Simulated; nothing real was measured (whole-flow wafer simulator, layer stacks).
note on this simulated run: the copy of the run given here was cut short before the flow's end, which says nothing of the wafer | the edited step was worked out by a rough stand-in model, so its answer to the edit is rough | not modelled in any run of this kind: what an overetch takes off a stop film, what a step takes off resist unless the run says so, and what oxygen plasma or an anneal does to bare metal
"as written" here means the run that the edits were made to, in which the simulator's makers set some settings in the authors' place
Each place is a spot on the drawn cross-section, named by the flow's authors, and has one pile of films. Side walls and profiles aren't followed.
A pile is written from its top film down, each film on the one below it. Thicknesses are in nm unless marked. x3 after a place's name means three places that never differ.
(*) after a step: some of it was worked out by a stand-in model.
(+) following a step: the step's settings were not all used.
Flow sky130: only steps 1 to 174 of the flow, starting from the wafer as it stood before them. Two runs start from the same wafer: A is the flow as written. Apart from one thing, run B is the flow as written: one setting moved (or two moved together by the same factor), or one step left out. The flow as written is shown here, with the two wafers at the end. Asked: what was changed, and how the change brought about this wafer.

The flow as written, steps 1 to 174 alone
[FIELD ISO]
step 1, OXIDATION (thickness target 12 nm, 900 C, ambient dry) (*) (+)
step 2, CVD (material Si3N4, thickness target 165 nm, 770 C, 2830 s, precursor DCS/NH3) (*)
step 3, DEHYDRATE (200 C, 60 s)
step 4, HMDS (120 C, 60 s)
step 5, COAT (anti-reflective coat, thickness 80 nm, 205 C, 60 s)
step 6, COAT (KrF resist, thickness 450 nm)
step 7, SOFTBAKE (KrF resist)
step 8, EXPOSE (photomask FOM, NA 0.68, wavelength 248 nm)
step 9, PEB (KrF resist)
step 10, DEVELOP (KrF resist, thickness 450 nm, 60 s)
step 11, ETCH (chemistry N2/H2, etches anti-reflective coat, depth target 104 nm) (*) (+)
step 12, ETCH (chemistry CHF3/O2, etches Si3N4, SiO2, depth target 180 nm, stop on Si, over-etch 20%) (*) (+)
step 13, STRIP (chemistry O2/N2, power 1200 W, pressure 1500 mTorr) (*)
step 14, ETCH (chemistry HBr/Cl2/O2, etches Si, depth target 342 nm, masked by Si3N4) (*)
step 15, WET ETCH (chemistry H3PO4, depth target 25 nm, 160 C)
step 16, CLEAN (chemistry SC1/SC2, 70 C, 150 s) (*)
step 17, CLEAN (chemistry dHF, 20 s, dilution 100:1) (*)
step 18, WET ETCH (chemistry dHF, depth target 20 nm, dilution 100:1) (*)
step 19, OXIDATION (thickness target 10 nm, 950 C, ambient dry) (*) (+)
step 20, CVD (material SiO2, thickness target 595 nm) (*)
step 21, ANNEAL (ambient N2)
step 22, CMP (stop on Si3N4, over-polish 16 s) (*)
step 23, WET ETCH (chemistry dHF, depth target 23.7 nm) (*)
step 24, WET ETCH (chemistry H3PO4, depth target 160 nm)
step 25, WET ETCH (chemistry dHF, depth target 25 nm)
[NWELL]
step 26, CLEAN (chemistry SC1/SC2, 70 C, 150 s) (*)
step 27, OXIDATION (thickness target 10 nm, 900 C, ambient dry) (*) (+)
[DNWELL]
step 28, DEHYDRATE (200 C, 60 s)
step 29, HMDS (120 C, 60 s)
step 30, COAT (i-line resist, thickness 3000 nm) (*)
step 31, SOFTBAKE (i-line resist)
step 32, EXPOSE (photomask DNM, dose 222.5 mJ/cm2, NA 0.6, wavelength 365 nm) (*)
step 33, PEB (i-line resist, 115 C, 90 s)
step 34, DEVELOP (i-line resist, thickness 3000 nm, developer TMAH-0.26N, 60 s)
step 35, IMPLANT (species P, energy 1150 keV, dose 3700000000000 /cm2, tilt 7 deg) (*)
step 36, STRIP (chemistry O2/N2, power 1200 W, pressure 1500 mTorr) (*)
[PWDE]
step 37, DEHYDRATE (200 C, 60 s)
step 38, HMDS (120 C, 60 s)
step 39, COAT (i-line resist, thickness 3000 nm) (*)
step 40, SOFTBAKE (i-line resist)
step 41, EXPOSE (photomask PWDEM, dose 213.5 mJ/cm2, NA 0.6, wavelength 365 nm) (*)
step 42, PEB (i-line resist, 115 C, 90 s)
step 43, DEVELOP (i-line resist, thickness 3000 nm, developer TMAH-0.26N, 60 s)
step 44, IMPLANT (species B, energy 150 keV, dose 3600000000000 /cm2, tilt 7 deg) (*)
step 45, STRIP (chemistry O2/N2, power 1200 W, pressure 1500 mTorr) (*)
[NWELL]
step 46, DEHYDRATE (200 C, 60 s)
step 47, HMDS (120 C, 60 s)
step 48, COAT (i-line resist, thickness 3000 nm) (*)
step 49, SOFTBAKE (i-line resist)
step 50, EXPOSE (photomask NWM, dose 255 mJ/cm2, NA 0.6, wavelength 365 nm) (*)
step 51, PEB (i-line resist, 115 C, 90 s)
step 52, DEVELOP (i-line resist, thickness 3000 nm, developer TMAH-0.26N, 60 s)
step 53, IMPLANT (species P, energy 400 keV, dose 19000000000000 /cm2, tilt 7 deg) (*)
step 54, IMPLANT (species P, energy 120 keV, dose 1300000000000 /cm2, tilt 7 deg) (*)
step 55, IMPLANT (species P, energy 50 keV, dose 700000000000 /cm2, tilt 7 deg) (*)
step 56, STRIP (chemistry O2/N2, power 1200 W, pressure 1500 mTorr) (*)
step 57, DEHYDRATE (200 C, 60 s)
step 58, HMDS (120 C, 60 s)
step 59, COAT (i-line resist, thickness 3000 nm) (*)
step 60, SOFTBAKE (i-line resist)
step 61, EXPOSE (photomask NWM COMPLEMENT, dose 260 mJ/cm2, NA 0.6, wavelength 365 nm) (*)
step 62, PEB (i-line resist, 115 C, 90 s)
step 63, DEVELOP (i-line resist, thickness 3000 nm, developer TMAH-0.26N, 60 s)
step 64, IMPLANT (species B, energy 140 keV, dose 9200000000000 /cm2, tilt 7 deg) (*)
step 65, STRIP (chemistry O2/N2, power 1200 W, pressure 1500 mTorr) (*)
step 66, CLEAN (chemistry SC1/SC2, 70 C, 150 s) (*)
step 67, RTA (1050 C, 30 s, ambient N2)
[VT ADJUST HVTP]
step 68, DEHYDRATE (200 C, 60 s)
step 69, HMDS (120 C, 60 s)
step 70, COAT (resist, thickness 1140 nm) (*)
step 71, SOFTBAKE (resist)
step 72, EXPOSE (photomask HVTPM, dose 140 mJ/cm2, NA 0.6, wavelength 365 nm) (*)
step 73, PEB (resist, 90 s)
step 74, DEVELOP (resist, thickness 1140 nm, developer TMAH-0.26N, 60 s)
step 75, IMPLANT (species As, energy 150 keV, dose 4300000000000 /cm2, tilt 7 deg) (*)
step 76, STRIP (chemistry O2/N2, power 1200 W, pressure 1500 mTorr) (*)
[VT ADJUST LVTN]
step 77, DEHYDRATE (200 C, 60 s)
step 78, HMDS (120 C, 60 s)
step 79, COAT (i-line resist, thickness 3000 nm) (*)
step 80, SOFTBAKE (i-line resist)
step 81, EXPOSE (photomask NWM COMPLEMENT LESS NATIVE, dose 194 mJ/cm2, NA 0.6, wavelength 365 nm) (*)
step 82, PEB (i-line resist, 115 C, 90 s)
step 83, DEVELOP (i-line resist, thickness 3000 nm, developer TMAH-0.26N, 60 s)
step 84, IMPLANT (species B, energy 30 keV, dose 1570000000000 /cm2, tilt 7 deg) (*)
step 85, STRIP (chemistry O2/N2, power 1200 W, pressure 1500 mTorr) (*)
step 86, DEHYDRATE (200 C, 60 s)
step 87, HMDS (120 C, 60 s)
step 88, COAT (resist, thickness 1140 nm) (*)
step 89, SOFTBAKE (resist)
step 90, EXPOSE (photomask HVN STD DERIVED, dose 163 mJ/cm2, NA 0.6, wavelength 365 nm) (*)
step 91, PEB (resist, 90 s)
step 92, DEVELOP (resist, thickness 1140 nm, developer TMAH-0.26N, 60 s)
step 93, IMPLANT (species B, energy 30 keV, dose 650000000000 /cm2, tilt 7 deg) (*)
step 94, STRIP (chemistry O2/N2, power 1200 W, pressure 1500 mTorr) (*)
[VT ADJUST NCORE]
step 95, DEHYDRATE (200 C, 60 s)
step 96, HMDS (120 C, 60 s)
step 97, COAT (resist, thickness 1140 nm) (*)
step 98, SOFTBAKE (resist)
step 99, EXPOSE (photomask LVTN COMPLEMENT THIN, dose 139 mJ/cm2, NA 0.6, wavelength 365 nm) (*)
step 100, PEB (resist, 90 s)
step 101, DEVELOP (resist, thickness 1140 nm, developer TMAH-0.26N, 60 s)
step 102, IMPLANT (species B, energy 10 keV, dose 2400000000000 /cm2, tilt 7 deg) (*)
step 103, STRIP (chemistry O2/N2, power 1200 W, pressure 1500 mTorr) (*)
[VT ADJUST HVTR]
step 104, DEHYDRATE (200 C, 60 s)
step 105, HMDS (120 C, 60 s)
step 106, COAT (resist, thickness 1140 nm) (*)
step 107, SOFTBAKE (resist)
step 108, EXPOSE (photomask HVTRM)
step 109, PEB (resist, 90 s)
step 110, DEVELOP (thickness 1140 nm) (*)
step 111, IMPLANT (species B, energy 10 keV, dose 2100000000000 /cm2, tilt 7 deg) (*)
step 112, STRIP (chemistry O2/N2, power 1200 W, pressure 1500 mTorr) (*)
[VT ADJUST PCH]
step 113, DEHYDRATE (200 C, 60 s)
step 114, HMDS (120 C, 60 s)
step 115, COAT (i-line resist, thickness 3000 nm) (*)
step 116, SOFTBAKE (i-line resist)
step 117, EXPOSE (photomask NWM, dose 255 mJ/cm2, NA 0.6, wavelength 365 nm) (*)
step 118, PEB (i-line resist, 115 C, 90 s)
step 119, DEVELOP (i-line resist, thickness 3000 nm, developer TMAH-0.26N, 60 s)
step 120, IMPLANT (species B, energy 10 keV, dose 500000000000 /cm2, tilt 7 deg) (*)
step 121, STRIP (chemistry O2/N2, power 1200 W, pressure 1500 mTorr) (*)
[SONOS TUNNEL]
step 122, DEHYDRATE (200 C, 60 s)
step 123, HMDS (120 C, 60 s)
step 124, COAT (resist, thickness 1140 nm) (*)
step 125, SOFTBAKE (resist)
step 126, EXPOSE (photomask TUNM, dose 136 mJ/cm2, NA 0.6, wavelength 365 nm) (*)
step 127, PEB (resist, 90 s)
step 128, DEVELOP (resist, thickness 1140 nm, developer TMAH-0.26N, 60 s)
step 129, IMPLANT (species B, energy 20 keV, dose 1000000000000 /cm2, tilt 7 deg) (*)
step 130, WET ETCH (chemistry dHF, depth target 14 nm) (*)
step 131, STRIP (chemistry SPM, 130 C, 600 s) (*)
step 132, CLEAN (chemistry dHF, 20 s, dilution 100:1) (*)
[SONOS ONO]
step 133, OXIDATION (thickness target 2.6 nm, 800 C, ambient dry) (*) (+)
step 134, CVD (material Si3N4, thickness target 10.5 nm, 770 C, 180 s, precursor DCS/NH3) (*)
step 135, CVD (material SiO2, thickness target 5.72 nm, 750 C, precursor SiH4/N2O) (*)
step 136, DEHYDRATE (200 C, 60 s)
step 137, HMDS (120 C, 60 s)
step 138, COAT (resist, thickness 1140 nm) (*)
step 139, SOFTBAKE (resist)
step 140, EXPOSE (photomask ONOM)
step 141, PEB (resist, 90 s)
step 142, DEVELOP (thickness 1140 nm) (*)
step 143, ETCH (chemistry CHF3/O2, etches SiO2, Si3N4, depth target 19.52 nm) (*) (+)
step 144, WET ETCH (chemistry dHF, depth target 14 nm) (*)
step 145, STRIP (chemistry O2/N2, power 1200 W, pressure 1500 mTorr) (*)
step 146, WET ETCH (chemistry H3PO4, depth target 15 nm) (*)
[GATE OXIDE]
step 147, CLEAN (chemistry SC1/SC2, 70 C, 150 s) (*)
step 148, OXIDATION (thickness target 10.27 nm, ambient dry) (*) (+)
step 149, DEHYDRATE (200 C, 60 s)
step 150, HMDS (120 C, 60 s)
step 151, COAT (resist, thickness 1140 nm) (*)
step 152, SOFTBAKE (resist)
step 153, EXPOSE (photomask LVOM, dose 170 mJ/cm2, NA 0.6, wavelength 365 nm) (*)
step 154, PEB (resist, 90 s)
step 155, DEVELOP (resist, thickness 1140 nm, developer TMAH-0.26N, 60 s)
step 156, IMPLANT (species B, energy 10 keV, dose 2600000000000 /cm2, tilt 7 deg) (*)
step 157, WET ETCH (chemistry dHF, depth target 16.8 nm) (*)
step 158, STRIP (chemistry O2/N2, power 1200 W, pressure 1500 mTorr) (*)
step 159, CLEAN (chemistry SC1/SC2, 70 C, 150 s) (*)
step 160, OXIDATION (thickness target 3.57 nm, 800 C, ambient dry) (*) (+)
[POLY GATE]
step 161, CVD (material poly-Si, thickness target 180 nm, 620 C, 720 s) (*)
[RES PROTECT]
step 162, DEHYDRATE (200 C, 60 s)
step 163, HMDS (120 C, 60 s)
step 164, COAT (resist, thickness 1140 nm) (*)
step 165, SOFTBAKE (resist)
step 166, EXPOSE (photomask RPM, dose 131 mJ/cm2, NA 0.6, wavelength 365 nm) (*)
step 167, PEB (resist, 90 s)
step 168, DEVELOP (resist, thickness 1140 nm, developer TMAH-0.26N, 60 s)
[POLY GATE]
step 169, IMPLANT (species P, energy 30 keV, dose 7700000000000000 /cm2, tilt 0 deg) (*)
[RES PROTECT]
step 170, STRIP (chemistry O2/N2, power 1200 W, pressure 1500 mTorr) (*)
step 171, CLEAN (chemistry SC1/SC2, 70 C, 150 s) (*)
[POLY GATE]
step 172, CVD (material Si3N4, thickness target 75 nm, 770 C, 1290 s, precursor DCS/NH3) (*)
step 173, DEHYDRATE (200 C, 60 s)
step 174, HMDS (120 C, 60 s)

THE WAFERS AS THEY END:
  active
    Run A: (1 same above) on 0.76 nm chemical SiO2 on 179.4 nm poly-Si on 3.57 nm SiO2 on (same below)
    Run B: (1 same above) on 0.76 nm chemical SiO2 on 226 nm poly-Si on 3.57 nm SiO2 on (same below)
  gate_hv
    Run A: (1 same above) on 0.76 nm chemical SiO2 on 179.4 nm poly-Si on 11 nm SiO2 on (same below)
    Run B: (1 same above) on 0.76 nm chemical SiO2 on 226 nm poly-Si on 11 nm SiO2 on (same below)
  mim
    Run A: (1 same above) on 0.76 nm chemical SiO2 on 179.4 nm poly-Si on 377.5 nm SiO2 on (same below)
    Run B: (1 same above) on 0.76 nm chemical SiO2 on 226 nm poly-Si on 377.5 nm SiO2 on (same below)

The reason: step 161, CVD: 632 C was run, while the flow as written has 620 C.

Step by step, how the change led to this:
  step 161, CVD (material poly-Si, thickness target 180 nm, 620 C, 720 s) (*)
      field, active, n_well and 186 more: A poly-Si gains 180 (new film) | B poly-Si gains 226.6 (new film)
      ndiff_dn: A poly-Si gains 215.7 (new film) | B poly-Si gains 265.4 (new film)
